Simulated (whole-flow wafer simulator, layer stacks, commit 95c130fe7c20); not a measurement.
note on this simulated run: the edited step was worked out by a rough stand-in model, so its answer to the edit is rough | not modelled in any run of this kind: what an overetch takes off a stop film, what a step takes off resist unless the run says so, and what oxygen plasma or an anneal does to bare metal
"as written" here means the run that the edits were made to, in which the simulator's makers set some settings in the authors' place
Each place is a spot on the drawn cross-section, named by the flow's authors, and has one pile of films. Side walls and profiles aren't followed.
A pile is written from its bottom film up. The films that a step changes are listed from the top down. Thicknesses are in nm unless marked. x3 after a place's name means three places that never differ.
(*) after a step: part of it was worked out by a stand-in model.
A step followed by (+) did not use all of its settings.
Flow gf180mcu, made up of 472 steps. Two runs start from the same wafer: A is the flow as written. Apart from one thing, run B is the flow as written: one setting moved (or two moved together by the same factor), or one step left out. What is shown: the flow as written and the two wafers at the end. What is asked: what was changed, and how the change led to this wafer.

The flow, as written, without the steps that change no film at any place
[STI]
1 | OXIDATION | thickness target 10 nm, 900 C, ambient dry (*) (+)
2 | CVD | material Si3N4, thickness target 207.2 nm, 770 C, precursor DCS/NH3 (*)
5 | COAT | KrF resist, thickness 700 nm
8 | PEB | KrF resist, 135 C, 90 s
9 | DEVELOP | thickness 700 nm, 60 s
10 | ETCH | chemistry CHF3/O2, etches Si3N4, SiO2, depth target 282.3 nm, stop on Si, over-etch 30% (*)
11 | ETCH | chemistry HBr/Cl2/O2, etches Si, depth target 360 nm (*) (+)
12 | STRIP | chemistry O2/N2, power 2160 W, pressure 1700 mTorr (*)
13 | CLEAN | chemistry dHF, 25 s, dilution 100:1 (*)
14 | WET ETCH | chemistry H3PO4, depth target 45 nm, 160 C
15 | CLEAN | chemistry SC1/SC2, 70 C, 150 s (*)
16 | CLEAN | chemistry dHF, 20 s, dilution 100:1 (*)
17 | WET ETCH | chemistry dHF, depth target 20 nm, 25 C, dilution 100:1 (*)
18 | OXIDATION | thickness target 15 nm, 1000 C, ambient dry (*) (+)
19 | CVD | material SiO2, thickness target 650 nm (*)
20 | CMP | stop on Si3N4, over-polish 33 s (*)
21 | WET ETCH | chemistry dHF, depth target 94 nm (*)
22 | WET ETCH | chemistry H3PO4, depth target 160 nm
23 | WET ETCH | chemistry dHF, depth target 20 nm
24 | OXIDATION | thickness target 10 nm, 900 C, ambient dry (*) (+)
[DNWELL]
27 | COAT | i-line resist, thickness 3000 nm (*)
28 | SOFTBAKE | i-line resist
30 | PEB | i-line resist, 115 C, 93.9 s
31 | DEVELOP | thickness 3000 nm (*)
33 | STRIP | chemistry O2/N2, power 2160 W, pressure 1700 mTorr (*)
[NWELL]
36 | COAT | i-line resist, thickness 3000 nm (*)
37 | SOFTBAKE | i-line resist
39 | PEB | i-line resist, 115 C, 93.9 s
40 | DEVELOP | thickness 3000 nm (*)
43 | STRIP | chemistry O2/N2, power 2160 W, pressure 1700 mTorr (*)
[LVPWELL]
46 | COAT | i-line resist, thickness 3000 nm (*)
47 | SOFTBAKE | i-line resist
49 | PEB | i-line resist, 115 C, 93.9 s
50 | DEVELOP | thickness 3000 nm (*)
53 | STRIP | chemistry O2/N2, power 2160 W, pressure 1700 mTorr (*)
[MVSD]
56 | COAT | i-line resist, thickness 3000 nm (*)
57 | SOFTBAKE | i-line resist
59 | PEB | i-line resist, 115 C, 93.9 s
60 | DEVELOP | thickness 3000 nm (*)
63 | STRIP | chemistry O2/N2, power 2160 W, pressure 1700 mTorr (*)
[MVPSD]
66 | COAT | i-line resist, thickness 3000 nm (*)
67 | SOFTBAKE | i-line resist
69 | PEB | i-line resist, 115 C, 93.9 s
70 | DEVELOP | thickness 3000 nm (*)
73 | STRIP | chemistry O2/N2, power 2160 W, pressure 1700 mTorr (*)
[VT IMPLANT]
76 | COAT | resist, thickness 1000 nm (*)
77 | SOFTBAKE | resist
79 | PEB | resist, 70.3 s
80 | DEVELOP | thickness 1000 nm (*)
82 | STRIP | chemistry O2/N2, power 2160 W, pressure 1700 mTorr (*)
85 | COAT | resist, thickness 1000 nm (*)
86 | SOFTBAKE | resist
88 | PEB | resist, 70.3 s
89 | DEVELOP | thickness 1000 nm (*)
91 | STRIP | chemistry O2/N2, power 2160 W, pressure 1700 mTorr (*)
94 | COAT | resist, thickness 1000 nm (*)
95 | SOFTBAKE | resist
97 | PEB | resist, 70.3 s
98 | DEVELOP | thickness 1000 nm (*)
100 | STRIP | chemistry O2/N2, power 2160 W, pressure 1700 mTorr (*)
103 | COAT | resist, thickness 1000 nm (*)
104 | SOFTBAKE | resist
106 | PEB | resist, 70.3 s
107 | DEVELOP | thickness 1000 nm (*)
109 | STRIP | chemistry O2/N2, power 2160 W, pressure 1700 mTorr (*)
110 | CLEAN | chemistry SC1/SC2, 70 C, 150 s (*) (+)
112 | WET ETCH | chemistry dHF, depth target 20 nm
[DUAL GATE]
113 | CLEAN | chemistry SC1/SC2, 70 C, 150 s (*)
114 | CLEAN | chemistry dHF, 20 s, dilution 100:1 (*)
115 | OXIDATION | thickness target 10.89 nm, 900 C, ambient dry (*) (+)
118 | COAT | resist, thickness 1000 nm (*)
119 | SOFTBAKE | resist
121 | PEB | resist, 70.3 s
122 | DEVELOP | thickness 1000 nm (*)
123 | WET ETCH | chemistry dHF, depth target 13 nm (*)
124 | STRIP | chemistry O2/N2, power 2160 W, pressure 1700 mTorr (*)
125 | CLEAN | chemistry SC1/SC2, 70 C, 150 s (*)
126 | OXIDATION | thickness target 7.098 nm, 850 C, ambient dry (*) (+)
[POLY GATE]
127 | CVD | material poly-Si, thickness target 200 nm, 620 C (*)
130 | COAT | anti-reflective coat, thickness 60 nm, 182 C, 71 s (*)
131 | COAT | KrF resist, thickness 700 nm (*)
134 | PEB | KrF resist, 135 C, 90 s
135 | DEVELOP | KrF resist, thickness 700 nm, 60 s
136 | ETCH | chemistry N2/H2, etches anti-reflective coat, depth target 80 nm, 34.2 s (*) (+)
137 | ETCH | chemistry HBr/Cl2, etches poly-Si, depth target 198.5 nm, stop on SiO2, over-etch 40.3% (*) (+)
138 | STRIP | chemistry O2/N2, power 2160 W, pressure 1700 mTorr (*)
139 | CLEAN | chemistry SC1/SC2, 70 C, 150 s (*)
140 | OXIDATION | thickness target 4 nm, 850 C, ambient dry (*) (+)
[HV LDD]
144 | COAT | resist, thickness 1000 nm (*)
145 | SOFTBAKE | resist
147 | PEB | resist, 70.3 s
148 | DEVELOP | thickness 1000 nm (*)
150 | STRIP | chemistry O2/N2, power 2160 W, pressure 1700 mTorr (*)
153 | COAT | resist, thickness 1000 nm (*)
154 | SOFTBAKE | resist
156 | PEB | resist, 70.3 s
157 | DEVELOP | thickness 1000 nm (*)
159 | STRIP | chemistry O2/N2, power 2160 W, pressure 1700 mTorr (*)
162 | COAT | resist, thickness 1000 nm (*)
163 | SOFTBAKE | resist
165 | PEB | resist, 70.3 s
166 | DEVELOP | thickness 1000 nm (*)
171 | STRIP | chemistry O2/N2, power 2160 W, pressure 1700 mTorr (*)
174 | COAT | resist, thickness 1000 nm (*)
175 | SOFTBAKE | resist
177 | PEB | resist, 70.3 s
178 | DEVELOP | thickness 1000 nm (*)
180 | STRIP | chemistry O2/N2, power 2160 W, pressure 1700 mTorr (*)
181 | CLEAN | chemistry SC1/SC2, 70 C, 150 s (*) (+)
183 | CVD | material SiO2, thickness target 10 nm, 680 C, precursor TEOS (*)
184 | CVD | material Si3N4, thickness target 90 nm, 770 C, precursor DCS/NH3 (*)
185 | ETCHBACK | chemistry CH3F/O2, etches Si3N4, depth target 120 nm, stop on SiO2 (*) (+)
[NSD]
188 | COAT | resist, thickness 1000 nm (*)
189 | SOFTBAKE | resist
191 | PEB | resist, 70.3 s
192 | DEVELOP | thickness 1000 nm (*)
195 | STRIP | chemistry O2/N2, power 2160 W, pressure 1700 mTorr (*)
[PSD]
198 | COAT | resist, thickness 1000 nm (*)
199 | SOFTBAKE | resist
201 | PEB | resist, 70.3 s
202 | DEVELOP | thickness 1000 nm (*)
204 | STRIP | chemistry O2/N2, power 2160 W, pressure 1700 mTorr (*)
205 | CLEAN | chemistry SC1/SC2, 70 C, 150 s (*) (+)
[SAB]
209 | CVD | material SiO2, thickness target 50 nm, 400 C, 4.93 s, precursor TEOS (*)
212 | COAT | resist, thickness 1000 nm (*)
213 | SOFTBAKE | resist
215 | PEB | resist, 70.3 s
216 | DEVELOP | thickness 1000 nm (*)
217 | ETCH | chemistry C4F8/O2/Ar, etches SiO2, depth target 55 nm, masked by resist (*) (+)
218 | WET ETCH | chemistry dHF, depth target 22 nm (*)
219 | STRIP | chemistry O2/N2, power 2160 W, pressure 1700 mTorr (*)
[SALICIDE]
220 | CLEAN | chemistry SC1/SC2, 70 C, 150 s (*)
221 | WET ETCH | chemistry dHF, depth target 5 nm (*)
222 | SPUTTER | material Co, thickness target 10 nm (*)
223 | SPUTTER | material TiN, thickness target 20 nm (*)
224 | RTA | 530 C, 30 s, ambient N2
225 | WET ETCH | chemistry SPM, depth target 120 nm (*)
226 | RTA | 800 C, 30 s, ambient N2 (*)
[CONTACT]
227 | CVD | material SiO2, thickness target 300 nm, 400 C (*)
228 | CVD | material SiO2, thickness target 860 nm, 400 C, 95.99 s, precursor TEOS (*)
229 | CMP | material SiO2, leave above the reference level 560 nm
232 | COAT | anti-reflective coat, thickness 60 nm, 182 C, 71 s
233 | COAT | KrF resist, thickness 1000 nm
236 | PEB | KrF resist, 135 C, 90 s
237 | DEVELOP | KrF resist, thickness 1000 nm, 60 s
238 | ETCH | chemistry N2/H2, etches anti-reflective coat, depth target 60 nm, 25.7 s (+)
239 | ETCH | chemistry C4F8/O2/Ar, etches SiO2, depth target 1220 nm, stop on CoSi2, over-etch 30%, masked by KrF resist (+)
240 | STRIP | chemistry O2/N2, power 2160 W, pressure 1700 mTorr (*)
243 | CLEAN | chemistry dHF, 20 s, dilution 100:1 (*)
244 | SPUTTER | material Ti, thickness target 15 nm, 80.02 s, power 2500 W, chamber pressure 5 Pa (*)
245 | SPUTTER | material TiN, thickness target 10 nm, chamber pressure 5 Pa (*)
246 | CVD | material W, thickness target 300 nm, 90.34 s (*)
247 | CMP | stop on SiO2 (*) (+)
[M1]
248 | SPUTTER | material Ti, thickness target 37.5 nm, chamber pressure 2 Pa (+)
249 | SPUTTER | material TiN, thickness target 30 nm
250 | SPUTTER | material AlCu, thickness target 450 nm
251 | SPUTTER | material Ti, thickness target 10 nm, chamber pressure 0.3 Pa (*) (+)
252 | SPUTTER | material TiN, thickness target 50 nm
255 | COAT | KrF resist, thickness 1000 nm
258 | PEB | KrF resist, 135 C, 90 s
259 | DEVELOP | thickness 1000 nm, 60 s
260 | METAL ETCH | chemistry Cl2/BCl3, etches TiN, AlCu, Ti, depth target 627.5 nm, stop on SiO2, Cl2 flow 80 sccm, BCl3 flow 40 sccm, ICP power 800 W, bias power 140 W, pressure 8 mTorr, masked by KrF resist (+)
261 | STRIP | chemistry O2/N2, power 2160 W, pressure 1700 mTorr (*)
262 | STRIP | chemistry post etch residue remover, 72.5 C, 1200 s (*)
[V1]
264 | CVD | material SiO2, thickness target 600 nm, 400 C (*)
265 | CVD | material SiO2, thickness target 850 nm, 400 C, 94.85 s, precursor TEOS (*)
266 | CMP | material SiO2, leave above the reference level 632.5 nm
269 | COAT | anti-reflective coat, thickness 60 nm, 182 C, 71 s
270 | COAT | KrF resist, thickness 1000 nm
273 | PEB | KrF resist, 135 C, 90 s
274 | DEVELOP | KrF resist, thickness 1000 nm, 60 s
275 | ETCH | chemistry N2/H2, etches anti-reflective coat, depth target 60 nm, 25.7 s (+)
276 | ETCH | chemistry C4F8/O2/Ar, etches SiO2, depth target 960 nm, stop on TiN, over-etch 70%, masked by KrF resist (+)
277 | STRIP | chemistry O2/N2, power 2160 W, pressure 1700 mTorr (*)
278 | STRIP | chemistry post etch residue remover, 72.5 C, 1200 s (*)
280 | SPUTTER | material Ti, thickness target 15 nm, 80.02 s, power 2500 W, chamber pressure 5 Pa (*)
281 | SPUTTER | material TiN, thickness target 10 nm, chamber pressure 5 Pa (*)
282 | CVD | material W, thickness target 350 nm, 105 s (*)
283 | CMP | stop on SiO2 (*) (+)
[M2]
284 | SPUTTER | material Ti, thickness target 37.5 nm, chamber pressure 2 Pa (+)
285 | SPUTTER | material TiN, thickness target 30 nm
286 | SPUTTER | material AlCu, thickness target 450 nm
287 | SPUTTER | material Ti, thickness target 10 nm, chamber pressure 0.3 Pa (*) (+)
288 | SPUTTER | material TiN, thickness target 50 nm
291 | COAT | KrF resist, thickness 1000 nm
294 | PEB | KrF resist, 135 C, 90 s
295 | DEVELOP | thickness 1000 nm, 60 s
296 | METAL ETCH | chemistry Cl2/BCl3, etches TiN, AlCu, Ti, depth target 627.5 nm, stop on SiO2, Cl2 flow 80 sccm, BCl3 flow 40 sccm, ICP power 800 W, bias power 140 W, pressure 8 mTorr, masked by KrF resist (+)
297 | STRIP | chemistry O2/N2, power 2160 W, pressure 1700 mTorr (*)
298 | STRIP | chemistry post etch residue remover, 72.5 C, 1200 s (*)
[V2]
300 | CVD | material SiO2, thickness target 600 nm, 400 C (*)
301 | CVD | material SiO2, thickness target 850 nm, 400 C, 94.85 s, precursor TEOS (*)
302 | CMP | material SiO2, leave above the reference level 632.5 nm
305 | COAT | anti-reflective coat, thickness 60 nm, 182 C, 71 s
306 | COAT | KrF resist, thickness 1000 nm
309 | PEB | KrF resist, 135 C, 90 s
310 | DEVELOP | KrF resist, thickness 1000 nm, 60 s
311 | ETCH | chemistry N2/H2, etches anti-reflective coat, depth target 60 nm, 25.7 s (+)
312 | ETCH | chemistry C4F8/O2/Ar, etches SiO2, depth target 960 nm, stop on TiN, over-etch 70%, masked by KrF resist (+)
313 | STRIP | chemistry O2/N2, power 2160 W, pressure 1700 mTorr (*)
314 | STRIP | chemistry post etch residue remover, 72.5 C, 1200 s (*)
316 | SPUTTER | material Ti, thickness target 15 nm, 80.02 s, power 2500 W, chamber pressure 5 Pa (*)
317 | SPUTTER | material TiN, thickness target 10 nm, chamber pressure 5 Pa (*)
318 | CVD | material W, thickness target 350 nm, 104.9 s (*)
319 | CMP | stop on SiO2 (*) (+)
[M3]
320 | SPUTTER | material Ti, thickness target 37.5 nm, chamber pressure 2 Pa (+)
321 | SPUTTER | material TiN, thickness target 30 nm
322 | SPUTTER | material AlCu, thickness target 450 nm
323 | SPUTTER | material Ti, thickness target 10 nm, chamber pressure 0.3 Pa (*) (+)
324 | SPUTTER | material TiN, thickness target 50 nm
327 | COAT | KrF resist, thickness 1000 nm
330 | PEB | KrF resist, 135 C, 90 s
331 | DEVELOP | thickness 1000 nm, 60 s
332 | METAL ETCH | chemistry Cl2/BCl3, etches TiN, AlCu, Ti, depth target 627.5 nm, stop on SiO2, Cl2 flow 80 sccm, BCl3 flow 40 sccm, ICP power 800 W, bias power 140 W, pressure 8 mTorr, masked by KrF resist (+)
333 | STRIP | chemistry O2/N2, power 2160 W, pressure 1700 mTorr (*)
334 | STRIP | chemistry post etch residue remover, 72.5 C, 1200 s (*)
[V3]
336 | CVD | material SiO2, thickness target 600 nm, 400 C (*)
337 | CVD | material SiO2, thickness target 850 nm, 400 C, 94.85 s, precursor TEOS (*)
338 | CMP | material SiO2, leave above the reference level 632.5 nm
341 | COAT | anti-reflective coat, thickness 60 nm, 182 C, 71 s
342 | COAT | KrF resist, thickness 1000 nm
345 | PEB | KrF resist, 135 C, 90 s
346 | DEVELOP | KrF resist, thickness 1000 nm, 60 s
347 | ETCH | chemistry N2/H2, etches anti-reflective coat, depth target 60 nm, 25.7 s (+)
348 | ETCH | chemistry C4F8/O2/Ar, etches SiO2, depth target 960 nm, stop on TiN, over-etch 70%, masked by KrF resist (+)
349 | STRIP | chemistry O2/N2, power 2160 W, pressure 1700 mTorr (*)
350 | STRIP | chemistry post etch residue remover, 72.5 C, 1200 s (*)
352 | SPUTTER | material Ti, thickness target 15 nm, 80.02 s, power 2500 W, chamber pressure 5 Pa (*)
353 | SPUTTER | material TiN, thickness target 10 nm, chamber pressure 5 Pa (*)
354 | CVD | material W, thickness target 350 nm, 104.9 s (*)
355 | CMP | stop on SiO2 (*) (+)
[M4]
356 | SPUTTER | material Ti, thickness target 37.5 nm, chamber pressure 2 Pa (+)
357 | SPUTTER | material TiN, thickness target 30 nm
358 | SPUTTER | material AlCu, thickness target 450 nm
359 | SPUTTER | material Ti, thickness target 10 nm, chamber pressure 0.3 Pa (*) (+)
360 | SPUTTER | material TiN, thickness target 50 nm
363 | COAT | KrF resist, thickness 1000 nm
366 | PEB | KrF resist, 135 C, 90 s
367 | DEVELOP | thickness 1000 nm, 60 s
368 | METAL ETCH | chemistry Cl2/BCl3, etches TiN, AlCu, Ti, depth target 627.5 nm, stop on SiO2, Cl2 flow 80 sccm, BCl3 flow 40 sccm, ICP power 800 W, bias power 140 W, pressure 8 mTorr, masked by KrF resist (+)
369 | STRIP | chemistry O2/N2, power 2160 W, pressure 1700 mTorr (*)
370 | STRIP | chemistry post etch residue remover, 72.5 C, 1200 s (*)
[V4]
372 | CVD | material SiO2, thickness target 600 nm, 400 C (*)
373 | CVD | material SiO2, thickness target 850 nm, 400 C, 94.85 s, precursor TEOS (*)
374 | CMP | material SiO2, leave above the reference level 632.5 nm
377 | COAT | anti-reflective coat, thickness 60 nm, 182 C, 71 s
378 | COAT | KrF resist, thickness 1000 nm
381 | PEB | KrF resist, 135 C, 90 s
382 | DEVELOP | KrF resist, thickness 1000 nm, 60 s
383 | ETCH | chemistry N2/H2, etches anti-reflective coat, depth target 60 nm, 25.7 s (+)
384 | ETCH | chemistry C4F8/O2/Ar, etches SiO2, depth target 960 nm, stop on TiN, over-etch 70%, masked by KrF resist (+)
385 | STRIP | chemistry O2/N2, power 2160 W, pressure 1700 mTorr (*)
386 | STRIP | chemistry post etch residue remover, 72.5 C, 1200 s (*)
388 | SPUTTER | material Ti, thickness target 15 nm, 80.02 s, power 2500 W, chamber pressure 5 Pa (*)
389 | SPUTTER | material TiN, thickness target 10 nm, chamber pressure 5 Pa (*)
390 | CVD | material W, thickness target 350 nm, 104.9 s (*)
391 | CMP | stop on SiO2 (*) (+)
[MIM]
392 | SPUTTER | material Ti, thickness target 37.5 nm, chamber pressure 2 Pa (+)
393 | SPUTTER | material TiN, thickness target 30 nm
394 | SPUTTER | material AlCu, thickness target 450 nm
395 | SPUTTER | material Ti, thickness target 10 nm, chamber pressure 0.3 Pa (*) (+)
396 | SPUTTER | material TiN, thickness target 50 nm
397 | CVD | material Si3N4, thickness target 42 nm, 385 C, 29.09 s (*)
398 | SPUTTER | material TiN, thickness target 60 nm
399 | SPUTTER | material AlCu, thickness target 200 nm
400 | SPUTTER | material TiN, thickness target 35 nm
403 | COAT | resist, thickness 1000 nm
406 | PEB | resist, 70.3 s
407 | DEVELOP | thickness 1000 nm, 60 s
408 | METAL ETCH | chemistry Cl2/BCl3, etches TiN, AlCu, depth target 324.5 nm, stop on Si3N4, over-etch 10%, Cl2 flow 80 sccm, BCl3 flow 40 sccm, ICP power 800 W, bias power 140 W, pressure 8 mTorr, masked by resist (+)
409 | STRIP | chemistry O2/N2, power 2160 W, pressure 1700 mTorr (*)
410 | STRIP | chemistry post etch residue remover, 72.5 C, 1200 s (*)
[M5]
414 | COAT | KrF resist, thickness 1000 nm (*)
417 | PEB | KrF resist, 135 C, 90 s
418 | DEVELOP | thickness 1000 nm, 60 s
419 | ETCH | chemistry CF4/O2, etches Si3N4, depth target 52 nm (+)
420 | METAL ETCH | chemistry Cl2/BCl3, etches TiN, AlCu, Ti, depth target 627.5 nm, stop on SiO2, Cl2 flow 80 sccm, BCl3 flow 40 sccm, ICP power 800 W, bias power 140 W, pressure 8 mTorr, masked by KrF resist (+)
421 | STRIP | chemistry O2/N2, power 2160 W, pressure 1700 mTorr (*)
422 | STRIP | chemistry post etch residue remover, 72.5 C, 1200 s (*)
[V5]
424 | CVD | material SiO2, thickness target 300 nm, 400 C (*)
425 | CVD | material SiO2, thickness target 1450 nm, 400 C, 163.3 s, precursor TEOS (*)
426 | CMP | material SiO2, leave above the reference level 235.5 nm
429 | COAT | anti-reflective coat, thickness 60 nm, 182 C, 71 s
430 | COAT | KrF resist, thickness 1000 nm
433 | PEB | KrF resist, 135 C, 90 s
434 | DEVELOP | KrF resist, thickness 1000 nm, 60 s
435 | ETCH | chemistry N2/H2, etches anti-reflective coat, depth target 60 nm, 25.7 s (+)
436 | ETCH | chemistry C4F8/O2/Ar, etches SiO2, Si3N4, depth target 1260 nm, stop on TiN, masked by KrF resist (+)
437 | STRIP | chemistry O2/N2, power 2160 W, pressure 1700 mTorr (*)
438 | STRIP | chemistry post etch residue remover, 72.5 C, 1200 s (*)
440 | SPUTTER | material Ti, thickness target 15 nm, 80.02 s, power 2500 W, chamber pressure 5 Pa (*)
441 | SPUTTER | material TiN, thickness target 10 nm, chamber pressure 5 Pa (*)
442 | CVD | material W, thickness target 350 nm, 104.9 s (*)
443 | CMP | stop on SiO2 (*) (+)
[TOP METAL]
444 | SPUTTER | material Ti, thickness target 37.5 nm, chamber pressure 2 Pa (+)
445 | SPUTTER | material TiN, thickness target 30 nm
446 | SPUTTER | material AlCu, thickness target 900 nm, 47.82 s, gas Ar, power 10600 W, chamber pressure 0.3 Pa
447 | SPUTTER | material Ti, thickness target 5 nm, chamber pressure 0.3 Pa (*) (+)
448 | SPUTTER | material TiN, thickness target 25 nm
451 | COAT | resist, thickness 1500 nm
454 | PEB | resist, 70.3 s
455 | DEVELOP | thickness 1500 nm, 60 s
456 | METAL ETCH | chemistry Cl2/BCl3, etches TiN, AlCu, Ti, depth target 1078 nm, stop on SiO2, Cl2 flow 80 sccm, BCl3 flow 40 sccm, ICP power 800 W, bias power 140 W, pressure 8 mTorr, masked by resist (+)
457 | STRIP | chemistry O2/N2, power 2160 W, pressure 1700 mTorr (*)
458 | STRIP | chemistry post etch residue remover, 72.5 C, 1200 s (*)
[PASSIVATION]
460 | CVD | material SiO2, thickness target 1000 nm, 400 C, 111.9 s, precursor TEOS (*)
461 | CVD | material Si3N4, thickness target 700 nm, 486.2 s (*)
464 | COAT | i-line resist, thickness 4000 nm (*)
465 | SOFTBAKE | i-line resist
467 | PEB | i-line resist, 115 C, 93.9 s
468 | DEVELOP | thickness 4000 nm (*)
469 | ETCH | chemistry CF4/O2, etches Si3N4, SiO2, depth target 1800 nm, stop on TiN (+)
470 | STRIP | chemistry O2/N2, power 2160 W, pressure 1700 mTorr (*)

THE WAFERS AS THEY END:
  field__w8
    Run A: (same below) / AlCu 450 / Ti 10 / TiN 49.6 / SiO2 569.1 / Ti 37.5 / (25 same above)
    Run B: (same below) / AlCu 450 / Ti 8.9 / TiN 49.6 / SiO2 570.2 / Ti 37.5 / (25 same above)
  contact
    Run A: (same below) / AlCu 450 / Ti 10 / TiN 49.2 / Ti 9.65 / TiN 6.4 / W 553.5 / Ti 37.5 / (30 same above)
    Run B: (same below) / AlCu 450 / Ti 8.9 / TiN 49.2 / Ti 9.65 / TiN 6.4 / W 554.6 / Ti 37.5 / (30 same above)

What caused this: step 287, SPUTTER: thickness target 8.9 nm was run, though the flow has thickness target 10 nm.
The wafer lets one read it off: field__w8 has Ti 8.9, and step 287 as written asks for 10 nm.

The path from the change to this, step by step:
  287 | SPUTTER | material Ti, thickness target 10 nm, chamber pressure 0.3 Pa (*) (+)
      field, field__w1, field__w2 and 108 more: A +10 Ti (new film) | B +8.9 Ti (new film)
  296 | METAL ETCH | chemistry Cl2/BCl3, etches TiN, AlCu, Ti, depth target 627.5 nm, stop on SiO2, Cl2 flow 80 sccm, BCl3 flow 40 sccm, ICP power 800 W, bias power 140 W, pressure 8 mTorr, masked by KrF resist (+)
      field, field__w1, field__w2 and 103 more: A -50 TiN (all of it), -10 Ti (all of it), -450 AlCu (all of it), -30 TiN (all of it), -37.5 Ti (all of it) | B -50 TiN (all of it), -8.9 Ti (all of it), -450 AlCu (all of it), -30 TiN (all of it), -37.5 Ti (all of it)
